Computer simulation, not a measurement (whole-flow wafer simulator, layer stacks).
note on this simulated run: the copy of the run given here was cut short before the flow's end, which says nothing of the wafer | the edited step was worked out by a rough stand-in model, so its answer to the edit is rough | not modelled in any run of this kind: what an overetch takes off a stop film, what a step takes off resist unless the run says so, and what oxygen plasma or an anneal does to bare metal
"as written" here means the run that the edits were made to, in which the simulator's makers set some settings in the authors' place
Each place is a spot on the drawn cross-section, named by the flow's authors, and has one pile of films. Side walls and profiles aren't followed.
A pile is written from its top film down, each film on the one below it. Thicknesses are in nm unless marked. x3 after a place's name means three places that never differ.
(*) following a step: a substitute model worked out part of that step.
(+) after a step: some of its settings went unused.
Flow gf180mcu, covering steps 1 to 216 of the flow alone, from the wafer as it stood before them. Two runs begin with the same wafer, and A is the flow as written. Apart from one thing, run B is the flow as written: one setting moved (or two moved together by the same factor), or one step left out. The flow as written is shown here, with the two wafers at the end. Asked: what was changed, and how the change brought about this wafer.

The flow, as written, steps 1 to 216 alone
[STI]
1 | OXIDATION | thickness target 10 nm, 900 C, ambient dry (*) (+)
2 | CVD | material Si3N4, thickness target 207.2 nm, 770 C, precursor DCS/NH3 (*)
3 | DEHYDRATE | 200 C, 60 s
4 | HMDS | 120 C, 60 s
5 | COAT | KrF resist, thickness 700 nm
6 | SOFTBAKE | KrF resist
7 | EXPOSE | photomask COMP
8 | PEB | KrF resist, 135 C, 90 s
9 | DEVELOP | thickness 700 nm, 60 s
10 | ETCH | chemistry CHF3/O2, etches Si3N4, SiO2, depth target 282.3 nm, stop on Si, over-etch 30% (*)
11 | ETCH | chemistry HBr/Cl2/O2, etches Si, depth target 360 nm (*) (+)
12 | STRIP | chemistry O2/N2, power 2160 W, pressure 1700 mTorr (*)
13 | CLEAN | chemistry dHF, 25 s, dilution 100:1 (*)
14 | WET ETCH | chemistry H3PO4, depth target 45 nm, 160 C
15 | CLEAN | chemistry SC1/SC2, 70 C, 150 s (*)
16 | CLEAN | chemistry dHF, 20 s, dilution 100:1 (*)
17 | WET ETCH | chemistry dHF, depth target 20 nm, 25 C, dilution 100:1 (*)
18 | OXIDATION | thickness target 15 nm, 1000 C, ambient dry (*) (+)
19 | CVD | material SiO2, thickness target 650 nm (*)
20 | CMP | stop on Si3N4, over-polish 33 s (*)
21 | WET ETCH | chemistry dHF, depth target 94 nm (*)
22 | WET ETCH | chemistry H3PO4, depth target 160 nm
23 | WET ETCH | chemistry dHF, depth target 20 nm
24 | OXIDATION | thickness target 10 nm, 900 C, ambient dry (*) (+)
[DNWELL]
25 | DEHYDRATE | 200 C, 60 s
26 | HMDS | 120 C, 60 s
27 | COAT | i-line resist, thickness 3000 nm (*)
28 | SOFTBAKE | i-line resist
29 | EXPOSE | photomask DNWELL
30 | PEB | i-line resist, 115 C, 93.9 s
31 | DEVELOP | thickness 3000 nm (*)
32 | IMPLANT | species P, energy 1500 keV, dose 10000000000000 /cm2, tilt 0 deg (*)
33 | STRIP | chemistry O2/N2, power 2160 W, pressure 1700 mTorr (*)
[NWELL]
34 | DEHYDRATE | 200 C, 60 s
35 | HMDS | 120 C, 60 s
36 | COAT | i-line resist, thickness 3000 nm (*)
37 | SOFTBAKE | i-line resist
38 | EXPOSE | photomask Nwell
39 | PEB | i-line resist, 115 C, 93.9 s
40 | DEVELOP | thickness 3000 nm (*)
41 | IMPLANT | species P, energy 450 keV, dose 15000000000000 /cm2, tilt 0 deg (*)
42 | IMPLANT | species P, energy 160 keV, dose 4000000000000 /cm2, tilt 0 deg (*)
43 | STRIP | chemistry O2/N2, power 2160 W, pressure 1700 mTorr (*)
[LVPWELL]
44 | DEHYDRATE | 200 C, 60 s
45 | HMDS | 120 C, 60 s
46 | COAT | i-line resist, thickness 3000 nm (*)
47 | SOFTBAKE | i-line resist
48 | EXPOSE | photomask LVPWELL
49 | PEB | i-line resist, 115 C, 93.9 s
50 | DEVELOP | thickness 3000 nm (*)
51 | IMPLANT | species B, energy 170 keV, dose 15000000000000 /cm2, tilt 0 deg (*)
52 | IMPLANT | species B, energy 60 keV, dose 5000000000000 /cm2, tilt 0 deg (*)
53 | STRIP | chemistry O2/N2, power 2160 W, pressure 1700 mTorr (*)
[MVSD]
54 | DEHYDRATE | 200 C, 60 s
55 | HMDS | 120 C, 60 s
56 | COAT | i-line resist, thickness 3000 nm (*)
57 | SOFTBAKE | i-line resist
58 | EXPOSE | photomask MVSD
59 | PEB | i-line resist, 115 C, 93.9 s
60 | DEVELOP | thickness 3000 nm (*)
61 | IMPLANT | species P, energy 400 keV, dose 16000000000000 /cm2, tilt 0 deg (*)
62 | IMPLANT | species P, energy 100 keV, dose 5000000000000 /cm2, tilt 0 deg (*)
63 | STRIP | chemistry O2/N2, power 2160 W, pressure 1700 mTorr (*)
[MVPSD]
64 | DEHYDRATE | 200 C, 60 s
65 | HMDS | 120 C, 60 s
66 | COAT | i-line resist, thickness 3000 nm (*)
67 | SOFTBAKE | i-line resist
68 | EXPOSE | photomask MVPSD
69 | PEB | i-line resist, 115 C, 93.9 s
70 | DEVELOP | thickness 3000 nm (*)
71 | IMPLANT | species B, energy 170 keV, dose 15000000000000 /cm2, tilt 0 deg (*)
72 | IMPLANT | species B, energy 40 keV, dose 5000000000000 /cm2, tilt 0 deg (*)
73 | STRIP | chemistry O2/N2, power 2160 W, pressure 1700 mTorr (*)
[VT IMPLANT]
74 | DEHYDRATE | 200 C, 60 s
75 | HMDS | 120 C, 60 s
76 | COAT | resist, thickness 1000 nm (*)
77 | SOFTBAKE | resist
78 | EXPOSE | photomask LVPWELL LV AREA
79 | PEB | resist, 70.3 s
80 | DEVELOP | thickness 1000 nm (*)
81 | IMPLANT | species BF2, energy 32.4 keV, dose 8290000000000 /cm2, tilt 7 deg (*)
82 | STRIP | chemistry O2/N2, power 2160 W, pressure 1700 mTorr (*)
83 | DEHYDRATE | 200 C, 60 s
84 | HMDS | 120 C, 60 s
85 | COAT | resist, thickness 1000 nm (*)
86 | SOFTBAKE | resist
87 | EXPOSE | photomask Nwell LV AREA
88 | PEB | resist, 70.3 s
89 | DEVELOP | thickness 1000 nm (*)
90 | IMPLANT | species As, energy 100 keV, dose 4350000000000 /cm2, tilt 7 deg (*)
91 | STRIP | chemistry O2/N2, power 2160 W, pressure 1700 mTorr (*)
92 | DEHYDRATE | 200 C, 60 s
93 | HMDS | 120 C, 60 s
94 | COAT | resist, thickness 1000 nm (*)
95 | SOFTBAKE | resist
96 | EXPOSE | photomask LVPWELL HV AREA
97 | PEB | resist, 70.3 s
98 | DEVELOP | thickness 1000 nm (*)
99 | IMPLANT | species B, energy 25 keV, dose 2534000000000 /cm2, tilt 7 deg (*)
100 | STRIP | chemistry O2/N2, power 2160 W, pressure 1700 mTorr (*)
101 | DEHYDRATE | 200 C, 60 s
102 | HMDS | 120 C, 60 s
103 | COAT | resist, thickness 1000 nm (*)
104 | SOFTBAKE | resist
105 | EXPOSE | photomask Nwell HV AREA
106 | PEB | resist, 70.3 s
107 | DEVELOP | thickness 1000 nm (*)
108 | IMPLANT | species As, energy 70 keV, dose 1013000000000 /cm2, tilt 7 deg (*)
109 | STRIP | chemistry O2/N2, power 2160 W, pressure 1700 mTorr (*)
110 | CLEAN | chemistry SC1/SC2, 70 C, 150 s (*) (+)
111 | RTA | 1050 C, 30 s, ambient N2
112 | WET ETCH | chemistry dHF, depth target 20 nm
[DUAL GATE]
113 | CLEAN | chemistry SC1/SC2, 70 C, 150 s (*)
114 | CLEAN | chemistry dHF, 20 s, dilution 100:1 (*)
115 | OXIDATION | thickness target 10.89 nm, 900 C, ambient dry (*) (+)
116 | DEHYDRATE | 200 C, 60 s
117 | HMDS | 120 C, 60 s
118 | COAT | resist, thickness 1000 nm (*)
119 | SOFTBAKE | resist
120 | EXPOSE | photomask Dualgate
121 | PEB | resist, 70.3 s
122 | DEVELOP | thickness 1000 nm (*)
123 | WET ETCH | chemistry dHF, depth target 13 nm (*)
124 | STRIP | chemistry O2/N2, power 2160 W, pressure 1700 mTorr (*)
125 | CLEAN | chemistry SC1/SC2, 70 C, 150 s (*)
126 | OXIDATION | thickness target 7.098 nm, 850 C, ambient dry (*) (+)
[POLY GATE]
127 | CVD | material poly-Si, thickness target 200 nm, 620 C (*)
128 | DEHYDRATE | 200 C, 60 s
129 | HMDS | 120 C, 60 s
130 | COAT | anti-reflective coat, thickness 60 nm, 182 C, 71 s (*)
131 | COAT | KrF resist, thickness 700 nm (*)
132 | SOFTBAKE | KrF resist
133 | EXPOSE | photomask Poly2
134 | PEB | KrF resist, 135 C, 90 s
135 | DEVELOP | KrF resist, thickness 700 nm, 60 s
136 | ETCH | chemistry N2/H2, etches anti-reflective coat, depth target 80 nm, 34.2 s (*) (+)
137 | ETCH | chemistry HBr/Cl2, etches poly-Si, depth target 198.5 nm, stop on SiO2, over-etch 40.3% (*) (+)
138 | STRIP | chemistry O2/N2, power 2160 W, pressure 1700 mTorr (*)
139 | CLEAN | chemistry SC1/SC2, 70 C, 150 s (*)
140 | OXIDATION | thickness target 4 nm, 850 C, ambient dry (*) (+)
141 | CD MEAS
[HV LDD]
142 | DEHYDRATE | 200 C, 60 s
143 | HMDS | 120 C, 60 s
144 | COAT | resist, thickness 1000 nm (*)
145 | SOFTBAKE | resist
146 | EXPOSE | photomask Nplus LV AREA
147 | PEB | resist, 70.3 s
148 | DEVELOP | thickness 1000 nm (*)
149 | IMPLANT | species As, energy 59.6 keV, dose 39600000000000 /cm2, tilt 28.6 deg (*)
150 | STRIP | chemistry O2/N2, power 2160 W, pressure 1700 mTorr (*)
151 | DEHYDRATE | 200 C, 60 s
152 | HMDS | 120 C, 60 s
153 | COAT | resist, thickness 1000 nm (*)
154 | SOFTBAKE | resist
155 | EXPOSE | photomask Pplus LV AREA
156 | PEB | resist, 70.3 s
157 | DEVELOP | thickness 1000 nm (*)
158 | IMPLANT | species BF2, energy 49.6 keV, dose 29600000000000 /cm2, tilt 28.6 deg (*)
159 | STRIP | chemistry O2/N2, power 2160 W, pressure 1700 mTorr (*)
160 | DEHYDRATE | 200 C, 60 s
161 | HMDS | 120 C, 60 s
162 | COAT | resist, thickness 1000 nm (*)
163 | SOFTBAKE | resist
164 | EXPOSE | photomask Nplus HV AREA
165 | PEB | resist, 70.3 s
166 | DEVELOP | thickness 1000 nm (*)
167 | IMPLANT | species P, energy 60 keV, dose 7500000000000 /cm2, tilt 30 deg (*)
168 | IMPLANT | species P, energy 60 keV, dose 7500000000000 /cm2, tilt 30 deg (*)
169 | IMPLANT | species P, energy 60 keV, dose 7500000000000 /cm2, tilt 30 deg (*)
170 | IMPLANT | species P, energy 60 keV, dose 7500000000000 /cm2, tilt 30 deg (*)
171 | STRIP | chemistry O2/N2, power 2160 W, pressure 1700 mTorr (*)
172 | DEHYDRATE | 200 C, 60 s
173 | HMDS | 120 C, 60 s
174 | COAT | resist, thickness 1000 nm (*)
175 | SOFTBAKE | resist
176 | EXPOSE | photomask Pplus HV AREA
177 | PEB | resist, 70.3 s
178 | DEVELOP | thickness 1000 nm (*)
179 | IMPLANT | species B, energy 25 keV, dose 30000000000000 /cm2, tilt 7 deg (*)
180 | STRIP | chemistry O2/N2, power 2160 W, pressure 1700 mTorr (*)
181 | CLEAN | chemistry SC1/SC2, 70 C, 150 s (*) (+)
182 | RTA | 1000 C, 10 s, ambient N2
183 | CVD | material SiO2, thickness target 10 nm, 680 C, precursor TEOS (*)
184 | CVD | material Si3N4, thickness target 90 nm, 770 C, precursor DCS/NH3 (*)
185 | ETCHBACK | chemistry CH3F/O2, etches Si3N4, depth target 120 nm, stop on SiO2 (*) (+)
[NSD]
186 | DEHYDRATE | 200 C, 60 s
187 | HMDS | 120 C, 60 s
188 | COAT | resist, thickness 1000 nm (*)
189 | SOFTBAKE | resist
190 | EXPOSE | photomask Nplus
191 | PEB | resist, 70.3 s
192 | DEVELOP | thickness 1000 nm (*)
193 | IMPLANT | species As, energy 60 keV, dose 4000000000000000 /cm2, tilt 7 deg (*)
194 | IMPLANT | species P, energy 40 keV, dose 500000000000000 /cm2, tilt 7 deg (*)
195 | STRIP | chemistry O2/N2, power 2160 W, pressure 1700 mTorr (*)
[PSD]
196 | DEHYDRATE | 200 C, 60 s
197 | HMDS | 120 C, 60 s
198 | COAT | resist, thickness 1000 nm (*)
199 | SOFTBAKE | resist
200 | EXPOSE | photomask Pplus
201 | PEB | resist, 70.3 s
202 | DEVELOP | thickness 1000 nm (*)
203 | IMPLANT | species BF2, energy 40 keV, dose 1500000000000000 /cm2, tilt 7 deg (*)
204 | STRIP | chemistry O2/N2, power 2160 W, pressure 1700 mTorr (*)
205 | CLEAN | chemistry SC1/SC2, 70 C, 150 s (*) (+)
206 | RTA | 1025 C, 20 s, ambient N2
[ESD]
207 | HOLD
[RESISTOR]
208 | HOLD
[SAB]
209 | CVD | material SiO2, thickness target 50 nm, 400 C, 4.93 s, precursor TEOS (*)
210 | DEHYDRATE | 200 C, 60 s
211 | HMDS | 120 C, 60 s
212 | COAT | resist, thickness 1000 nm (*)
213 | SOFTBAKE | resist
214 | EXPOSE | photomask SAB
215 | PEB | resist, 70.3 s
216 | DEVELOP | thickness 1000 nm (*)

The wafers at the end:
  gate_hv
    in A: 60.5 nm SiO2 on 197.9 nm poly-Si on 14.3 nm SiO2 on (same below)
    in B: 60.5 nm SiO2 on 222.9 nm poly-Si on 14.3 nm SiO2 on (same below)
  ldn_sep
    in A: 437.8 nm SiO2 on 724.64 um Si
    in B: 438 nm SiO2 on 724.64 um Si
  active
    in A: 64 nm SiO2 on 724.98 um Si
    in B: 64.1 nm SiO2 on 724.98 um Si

The reason: step 127, CVD: thickness target 225 nm was run, whereas the flow has thickness target 200 nm.

Step by step, how the change led to this:
  127 | CVD | material poly-Si, thickness target 200 nm, 620 C (*)
      field, field__w1, field__w2 and 89 more: A poly-Si gains 200 (new film) | B poly-Si gains 225 (new film)
  137 | ETCH | chemistry HBr/Cl2, etches poly-Si, depth target 198.5 nm, stop on SiO2, over-etch 40.3% (*) (+)
      field__w3, field__w12, field_sub and 14 more: A poly-Si loses 199 (all of it), SiO2 loses 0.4 | B poly-Si loses 224 (all of it), SiO2 loses 0.27
      field__w6, sti, m1 and 11 more: A poly-Si loses 198.8 (all of it), SiO2 loses 0.4 | B poly-Si loses 223.8 (all of it), SiO2 loses 0.27
      (also at 33 further places)
  144 | COAT | resist, thickness 1000 nm (*)
      polyc_n, polyc_p: A resist gains 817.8 (new film) | B resist gains 796.9 (new film)
      gate: A resist gains 837.3 (new film) | B resist gains 816.6 (new film)
      (also at 18 further places)
  145 | SOFTBAKE | resist
      field__w1: A resist gains 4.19 | B resist gains 4.85
      field__w6: A resist gains 6.03 | B resist gains 7
      (also at 48 further places)
  148 | DEVELOP | thickness 1000 nm (*)
      gate: A resist loses 822.7 (all of it) | B resist loses 801.9 (all of it)
      npoly_u: A resist loses 821.5 (all of it) | B resist loses 801.4 (all of it)
      (also at 3 further places)
  150 | STRIP | chemistry O2/N2, power 2160 W, pressure 1700 mTorr (*)
      gate_hv: A resist loses 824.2 (all of it) | B resist loses 804.6 (all of it)
      gate_p: A resist loses 828.7 (all of it) | B resist loses 808.4 (all of it)
      (also at 16 further places)
  153 | COAT | resist, thickness 1000 nm (*)
      polyc_n, polyc_p: A resist gains 817.8 (new film) | B resist gains 796.9 (new film)
      gate: A resist gains 837.3 (new film) | B resist gains 816.6 (new film)
      (also at 18 further places)
  154 | SOFTBAKE | resist
      field__w1: A resist gains 4.19 | B resist gains 4.85
      field__w6: A resist gains 6.03 | B resist gains 7
      (also at 48 further places)
  157 | DEVELOP | thickness 1000 nm (*)
      gate_p: A resist loses 828.7 (all of it) | B resist loses 808.4 (all of it)
      ppoly_u: A resist loses 827 (all of it) | B resist loses 807.6 (all of it)
      (also at 3 further places)
  159 | STRIP | chemistry O2/N2, power 2160 W, pressure 1700 mTorr (*)
      gate: A resist loses 822.7 (all of it) | B resist loses 801.9 (all of it)
      gate_hv: A resist loses 824.2 (all of it) | B resist loses 804.6 (all of it)
      (also at 16 further places)
  162 | COAT | resist, thickness 1000 nm (*)
      polyc_n, polyc_p: A resist gains 817.8 (new film) | B resist gains 796.9 (new film)
      gate: A resist gains 837.3 (new film) | B resist gains 816.6 (new film)
      (also at 18 further places)
  163 | SOFTBAKE | resist
      field__w1: A resist gains 4.19 | B resist gains 4.85
      field__w6: A resist gains 6.03 | B resist gains 7
      (also at 48 further places)
  166 | DEVELOP | thickness 1000 nm (*)
      gate_hv: A resist loses 824.2 (all of it) | B resist loses 804.6 (all of it)
      ld_acc_n: A resist loses 847.5 (all of it) | B resist loses 830.5 (all of it)
      (also at 5 further places)
  171 | STRIP | chemistry O2/N2, power 2160 W, pressure 1700 mTorr (*)
      gate: A resist loses 822.7 (all of it) | B resist loses 801.9 (all of it)
      gate_p: A resist loses 828.7 (all of it) | B resist loses 808.4 (all of it)
      (also at 14 further places)
  174 | COAT | resist, thickness 1000 nm (*)
      polyc_n, polyc_p: A resist gains 817.8 (new film) | B resist gains 796.9 (new film)
      gate: A resist gains 837.3 (new film) | B resist gains 816.6 (new film)
      (also at 18 further places)
  175 | SOFTBAKE | resist
      field__w1: A resist gains 4.19 | B resist gains 4.85
      field__w6: A resist gains 6.03 | B resist gains 7
      (also at 48 further places)
  ... 13 other steps ...
  216 | DEVELOP | thickness 1000 nm (*)
      gate: A resist loses 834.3 (all of it) | B resist loses 815.2 (all of it)
      gate_hv: A resist loses 836.1 (all of it) | B resist loses 818.2 (all of it)
      (also at 16 further places)
